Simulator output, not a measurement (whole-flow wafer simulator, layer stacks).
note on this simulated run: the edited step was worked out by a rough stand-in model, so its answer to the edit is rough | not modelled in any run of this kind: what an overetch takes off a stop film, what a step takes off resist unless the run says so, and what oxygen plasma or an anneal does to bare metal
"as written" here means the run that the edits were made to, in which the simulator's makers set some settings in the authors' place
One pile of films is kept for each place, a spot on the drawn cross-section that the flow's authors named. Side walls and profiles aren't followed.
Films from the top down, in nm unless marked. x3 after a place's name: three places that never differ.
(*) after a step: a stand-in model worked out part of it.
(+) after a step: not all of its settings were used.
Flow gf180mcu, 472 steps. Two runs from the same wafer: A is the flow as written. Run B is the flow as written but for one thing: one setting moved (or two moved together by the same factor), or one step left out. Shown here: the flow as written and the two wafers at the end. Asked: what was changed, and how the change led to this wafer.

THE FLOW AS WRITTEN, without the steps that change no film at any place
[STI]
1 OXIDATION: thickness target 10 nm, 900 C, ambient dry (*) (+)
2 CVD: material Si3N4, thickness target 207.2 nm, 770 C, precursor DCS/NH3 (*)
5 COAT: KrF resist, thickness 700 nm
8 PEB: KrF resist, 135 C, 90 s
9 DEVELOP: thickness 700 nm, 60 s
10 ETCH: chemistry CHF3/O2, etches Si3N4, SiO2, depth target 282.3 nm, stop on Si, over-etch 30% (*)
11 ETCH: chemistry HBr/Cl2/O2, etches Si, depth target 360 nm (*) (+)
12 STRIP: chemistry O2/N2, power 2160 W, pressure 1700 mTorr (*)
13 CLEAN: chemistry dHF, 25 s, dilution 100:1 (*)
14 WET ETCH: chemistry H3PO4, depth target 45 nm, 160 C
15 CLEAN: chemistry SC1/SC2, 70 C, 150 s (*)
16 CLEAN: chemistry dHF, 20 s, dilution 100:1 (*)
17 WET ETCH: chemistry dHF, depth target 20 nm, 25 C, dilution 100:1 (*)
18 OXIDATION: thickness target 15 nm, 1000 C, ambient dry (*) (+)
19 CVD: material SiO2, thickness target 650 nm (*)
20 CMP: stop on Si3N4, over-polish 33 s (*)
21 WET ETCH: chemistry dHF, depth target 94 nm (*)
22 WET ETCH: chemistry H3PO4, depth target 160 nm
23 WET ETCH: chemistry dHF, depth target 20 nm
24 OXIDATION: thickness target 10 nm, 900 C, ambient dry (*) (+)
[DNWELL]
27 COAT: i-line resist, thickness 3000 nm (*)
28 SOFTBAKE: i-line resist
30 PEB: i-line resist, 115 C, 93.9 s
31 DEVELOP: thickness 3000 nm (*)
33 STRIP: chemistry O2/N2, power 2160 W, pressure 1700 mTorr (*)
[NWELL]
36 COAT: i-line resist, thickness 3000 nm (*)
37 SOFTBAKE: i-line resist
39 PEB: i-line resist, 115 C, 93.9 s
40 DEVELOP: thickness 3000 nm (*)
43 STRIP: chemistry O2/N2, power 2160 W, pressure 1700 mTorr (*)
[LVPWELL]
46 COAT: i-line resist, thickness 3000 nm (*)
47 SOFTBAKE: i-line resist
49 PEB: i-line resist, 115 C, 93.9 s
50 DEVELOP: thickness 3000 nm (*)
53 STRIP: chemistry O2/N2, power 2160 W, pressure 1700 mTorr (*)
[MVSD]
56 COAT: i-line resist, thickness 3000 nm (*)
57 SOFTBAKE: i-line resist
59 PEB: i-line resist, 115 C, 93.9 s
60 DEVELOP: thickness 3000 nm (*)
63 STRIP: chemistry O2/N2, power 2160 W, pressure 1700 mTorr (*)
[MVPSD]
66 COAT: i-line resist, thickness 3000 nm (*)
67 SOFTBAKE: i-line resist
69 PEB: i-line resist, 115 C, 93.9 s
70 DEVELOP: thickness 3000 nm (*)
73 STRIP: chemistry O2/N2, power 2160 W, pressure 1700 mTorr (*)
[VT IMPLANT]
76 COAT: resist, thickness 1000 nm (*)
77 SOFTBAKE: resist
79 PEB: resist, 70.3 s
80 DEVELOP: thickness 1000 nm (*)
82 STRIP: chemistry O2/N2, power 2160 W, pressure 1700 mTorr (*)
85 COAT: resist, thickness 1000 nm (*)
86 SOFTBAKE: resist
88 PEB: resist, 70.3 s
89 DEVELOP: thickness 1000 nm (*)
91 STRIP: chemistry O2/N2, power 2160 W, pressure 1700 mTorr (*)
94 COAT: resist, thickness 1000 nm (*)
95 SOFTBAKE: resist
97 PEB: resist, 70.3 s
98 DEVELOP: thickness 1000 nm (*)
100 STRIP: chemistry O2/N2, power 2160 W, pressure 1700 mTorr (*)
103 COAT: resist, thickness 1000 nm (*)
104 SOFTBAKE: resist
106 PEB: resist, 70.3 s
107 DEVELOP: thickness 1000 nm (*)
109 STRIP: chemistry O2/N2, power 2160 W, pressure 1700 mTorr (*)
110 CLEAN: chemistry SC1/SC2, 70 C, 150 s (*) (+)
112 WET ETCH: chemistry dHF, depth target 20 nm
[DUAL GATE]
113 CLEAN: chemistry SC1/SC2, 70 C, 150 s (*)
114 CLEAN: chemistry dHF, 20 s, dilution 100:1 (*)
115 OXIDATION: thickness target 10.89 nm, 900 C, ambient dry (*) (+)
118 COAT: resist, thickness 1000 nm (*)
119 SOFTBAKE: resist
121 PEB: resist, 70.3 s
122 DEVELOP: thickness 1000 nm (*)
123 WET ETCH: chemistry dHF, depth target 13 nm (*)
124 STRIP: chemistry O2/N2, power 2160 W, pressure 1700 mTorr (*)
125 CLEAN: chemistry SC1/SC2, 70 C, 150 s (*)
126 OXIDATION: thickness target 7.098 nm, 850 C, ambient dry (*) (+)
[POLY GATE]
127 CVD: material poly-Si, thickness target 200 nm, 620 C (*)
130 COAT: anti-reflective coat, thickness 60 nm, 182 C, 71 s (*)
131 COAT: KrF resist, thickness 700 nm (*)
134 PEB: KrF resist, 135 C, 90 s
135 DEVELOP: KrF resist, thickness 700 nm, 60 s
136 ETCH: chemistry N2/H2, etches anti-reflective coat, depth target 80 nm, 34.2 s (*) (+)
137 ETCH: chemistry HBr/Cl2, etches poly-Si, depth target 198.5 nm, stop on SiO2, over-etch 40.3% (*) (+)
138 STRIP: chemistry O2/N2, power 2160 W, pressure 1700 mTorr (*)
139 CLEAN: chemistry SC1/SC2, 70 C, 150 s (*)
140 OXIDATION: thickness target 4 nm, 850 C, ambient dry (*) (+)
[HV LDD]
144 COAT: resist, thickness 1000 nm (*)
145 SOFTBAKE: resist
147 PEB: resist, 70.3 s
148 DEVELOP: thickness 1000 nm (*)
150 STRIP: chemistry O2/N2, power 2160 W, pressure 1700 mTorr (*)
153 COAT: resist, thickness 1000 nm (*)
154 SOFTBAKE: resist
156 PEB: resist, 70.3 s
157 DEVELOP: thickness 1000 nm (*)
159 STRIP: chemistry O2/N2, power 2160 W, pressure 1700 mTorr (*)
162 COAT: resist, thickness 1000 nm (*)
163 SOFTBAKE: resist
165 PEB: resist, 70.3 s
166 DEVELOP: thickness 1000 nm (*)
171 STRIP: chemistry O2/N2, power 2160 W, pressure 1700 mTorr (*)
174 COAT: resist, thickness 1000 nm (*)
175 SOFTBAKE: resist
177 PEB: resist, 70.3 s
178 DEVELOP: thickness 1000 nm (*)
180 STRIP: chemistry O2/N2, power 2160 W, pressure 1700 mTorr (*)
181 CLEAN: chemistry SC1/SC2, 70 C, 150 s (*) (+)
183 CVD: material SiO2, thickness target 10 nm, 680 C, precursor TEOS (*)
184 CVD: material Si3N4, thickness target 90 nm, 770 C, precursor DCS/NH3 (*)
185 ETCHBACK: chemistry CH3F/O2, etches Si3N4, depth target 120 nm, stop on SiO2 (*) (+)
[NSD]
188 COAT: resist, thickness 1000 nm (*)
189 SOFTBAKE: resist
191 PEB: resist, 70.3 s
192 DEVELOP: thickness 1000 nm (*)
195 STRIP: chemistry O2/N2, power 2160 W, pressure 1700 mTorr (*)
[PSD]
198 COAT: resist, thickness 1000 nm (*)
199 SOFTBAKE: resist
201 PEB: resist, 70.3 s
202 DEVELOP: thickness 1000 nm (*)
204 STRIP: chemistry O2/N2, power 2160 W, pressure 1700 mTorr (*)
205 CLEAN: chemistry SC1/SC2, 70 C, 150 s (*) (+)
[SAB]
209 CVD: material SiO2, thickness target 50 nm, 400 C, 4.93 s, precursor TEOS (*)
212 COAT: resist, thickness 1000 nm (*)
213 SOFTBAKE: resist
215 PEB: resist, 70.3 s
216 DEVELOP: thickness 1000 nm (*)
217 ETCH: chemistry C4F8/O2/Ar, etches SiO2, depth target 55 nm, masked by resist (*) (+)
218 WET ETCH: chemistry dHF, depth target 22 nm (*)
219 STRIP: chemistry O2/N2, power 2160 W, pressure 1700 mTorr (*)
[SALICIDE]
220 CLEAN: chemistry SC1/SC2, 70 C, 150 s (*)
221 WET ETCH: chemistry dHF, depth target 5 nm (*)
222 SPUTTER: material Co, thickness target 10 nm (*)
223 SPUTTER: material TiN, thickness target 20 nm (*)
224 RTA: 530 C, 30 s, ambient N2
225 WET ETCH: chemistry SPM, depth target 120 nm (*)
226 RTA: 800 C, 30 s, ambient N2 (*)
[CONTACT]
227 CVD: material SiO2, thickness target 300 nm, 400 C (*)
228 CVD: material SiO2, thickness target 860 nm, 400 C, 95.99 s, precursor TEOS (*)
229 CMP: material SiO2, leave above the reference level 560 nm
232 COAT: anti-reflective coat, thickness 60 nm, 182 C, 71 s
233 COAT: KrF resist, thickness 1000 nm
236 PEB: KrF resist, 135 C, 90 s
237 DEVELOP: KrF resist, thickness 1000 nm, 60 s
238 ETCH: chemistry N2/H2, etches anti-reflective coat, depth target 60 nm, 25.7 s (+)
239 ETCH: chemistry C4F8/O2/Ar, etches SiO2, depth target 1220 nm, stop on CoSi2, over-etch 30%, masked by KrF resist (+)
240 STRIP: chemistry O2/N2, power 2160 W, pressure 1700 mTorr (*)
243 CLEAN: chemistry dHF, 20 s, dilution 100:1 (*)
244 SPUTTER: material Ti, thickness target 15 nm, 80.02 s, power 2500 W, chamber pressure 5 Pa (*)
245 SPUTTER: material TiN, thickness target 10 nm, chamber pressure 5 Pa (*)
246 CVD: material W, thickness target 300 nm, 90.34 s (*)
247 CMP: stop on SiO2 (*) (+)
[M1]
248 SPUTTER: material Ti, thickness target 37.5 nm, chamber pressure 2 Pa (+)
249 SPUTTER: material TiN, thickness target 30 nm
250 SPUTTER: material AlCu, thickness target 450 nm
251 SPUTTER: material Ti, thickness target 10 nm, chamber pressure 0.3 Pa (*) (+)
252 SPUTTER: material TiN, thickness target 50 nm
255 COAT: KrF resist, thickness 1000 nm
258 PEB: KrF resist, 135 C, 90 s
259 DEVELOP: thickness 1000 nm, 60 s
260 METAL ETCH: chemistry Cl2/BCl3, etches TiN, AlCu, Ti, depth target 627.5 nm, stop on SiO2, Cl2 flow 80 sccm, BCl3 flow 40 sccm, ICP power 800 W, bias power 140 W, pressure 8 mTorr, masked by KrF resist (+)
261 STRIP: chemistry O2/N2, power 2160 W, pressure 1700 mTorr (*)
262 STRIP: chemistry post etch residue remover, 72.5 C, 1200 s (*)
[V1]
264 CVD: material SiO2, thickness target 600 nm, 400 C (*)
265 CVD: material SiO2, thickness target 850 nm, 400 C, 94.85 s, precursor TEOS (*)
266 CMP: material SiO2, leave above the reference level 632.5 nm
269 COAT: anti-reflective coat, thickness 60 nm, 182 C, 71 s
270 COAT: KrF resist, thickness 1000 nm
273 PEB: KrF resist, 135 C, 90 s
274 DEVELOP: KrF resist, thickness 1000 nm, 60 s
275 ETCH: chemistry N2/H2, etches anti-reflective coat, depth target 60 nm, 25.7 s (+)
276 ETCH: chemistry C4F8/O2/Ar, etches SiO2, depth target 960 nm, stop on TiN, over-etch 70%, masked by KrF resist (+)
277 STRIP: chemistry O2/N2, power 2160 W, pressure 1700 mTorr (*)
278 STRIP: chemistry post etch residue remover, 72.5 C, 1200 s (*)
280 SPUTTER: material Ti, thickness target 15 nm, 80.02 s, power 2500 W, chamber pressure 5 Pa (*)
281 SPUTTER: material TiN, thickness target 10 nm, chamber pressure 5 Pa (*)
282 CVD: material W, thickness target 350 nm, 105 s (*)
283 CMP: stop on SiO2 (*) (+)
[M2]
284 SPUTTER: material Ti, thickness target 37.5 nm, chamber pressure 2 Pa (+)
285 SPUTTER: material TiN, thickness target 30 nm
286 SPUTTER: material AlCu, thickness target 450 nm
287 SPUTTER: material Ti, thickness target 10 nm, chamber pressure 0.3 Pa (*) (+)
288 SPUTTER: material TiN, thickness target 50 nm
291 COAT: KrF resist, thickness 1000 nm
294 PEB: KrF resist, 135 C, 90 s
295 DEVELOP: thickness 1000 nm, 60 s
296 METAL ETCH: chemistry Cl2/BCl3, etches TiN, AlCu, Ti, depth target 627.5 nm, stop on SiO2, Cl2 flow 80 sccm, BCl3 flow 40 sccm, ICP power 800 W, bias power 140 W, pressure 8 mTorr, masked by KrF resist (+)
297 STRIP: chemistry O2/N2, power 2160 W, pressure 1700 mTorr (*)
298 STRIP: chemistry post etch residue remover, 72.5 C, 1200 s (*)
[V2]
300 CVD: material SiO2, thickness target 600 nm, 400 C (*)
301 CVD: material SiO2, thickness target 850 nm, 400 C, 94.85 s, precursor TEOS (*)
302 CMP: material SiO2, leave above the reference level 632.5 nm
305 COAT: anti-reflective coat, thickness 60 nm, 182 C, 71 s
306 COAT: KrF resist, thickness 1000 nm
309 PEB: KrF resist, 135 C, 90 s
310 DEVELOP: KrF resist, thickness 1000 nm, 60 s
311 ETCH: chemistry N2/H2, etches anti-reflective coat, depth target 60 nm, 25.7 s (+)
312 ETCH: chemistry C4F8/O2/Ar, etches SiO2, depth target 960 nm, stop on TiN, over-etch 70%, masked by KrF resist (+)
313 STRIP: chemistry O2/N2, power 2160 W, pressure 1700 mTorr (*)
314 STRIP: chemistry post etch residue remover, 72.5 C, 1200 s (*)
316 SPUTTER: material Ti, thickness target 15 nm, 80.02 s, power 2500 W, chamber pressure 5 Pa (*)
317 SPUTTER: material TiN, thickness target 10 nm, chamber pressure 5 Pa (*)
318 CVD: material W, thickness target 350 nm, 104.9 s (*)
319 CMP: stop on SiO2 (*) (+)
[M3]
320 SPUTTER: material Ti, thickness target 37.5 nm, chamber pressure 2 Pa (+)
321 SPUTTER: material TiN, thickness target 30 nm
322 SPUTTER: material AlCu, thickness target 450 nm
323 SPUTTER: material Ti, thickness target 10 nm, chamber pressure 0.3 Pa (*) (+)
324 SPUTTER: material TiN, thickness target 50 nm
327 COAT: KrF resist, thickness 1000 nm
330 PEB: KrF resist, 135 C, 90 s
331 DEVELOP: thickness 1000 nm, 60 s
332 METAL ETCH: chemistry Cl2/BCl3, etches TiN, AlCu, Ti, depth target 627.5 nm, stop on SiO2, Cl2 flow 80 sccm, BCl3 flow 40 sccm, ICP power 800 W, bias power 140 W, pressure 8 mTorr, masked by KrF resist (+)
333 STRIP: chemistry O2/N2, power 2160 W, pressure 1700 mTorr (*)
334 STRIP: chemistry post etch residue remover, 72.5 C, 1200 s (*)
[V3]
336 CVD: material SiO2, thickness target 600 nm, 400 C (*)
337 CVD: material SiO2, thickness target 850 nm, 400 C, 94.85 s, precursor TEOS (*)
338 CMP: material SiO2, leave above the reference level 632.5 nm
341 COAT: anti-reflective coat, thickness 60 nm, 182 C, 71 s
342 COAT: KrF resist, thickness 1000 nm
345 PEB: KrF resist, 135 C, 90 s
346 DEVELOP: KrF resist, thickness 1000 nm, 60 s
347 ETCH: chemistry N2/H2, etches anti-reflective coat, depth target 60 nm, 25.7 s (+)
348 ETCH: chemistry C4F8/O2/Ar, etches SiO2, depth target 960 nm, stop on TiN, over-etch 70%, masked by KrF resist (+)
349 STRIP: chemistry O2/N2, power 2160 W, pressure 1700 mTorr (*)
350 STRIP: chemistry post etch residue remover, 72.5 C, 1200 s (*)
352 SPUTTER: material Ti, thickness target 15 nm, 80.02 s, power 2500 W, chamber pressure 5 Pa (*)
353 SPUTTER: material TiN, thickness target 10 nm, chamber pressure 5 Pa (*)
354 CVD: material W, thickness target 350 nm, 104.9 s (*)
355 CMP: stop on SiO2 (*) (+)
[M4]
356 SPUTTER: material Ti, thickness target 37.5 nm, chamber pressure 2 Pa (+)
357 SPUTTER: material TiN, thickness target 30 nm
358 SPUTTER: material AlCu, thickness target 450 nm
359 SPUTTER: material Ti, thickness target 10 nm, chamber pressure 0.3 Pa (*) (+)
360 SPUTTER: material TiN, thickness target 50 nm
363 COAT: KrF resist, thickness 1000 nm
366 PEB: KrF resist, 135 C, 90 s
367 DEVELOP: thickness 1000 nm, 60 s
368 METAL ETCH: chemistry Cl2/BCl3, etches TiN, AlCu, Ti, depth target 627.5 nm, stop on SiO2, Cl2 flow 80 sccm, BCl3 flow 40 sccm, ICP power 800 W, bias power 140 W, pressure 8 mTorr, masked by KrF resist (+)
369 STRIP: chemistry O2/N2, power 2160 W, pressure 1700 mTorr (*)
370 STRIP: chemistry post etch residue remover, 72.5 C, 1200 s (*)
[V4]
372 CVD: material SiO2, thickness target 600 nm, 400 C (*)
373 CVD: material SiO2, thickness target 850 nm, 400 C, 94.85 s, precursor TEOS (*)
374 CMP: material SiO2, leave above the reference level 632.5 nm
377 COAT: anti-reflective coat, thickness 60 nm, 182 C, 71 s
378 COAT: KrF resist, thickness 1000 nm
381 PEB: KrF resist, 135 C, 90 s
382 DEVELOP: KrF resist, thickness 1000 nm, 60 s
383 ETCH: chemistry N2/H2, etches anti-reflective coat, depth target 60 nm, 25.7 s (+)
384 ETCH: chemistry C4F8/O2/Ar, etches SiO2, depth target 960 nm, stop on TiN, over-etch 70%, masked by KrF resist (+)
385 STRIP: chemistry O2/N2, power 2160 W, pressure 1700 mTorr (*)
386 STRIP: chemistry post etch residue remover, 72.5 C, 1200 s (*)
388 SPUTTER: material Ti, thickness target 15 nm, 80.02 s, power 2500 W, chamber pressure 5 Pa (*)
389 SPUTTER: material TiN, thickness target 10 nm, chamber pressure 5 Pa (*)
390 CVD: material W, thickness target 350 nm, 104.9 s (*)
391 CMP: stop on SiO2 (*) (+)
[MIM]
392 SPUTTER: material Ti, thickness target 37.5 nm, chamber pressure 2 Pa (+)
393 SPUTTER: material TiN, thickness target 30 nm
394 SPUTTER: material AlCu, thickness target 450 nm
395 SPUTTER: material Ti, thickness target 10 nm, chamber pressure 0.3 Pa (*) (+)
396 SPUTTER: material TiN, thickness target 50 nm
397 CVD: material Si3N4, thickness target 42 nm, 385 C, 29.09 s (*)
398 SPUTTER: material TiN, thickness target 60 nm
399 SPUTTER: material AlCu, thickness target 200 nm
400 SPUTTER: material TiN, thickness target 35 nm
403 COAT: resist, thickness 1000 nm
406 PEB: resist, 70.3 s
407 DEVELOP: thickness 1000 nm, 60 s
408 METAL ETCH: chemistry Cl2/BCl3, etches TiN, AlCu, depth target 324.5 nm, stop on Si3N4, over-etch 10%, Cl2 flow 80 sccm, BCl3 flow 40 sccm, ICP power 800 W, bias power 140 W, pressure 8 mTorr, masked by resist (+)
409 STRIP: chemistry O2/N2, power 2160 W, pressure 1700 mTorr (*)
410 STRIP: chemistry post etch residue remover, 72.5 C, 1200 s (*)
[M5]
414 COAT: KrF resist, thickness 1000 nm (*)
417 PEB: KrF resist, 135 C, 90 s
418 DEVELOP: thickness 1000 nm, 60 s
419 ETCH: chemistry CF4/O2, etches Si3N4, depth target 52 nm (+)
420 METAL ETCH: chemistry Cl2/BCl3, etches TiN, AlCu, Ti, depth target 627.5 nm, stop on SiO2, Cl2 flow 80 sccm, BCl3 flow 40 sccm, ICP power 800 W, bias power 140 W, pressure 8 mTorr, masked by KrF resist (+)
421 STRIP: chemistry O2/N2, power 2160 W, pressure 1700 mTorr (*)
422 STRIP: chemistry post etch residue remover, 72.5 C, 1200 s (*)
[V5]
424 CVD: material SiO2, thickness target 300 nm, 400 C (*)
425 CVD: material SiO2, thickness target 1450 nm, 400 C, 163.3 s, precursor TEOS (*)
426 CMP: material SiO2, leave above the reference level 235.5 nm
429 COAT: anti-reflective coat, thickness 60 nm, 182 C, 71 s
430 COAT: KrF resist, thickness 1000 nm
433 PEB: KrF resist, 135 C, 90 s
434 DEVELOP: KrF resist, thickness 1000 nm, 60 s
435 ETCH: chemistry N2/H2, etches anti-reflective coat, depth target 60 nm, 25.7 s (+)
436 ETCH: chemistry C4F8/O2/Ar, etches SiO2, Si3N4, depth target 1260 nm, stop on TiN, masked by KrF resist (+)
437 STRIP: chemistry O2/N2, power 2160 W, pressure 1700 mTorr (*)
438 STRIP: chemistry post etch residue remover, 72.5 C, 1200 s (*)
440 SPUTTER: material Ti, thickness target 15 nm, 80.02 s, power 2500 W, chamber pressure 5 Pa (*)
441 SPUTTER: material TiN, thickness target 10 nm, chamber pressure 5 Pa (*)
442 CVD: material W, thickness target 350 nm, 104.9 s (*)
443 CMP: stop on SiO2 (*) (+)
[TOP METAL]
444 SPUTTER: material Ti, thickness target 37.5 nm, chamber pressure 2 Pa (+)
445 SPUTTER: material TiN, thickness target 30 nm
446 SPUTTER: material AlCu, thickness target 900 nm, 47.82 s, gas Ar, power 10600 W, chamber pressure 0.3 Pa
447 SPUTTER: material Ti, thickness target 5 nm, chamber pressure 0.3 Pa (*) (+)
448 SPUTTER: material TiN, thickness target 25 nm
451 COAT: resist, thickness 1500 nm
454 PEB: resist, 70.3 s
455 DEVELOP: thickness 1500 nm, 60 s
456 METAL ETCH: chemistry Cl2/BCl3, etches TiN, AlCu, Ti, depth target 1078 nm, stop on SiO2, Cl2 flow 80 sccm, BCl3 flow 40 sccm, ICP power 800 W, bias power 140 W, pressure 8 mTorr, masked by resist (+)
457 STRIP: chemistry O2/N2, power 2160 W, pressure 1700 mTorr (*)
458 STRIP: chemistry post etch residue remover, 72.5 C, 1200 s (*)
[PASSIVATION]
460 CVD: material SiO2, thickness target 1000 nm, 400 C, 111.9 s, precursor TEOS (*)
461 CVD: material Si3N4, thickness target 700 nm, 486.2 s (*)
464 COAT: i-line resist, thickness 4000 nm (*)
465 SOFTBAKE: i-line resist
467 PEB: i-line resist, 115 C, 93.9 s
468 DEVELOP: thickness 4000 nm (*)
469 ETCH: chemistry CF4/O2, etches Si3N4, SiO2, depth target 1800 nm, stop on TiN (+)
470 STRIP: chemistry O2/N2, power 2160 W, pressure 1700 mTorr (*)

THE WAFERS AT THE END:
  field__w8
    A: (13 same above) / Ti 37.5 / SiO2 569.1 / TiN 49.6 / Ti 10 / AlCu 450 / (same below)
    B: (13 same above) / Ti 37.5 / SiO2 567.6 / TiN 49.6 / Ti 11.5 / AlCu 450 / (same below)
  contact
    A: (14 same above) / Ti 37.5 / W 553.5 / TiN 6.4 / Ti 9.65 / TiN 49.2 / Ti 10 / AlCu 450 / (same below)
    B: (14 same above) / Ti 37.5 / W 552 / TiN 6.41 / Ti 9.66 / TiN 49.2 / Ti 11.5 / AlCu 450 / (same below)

The cause: step 359, SPUTTER: thickness target 11.5 nm was run, where the flow has thickness target 10 nm.
It can be read off the wafer: field__w8 has Ti 11.5, and step 359 as written asks for 10 nm.

How the change led to this, step by step:
  359 SPUTTER: material Ti, thickness target 10 nm, chamber pressure 0.3 Pa (*) (+)
      field, field__w1, field__w2 and 108 more: A Ti +10 (new film) | B Ti +11.5 (new film)
  368 METAL ETCH: chemistry Cl2/BCl3, etches TiN, AlCu, Ti, depth target 627.5 nm, stop on SiO2, Cl2 flow 80 sccm, BCl3 flow 40 sccm, ICP power 800 W, bias power 140 W, pressure 8 mTorr, masked by KrF resist (+)
      field, field__w1, field__w2 and 103 more: A TiN -50 (all of it), Ti -10 (all of it), AlCu -450 (all of it), TiN -30 (all of it), Ti -37.5 (all of it) | B TiN -50 (all of it), Ti -11.5 (all of it), AlCu -450 (all of it), TiN -30 (all of it), Ti -37.5 (all of it)
